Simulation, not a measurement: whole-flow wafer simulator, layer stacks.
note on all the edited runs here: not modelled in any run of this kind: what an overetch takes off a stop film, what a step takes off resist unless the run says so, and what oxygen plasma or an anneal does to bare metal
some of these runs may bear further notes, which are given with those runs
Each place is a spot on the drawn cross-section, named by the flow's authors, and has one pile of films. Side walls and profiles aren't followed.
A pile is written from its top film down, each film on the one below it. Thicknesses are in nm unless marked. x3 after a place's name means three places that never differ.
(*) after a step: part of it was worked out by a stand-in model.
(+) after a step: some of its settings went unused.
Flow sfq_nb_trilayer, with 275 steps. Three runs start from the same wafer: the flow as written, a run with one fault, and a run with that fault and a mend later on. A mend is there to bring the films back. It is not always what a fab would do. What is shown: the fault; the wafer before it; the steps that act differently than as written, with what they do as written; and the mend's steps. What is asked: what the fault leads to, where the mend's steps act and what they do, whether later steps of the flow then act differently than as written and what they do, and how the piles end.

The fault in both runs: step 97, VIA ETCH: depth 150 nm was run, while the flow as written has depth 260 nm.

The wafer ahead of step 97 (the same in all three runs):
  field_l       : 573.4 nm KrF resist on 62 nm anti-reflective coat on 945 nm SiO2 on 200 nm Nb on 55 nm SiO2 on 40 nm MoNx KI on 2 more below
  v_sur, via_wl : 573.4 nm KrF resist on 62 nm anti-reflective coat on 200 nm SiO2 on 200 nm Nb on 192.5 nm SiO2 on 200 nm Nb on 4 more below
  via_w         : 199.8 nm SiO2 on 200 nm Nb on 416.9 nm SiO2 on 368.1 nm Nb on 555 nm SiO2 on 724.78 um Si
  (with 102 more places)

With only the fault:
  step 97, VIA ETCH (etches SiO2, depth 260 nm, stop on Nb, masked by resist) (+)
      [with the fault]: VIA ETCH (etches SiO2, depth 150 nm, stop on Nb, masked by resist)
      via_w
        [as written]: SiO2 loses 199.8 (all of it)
        [with the fault]: SiO2 loses 150
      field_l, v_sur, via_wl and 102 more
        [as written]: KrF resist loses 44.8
        [with the fault]: KrF resist loses 25.9
  Steps further on in the flow that do not act as written (not shown: 3 more steps that differ only slightly, by at most 2% or 0.5 nm, whichever is larger):
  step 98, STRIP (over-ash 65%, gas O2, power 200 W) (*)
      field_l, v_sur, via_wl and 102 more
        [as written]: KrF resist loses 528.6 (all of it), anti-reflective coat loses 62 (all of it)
        [with the fault]: KrF resist loses 547.6 (all of it), anti-reflective coat loses 62 (all of it)
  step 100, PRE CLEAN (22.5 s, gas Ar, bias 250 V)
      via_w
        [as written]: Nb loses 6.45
        [with the fault]: SiO2 loses 7.5
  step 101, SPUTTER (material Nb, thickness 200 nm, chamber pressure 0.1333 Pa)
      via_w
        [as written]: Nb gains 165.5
        [with the fault]: Nb gains 176.2 (new film)
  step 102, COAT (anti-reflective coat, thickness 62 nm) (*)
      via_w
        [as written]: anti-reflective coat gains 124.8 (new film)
        [with the fault]: anti-reflective coat gains 112.8 (new film)
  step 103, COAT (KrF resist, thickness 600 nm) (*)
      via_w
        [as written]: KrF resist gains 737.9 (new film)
        [with the fault]: KrF resist gains 697.9 (new film)
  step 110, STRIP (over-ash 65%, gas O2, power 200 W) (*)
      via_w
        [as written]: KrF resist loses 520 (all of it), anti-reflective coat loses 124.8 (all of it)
        [with the fault]: KrF resist loses 480.1 (all of it), anti-reflective coat loses 112.8 (all of it)
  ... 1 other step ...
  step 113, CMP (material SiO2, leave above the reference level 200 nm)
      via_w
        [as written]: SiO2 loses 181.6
        [with the fault]: SiO2 loses 157.1
  At via_w, the piles at the end differ from the flow's by more than 2% or 0.5 nm, whichever is larger.
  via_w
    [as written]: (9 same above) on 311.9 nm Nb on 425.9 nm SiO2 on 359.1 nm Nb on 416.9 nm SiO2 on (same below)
    [with the fault]: (9 same above) on 311.9 nm Nb on 366.4 nm SiO2 on 176.2 nm Nb on 42.3 nm SiO2 on 200 nm Nb on 416.9 nm SiO2 on (same below)

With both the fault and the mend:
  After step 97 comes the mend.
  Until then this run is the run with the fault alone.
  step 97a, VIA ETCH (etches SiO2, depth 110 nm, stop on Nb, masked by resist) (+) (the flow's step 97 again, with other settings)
      field_l, v_sur, via_wl and 102 more
        KrF resist loses 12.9
      via_w
        SiO2 loses 49.8 (all of it)
  Later steps of the flow that are run all act as written at every place that is followed, up to a difference of at most 2% or 0.5 nm, whichever is larger.
  At every place that both follow, the piles at the end match the flow's.
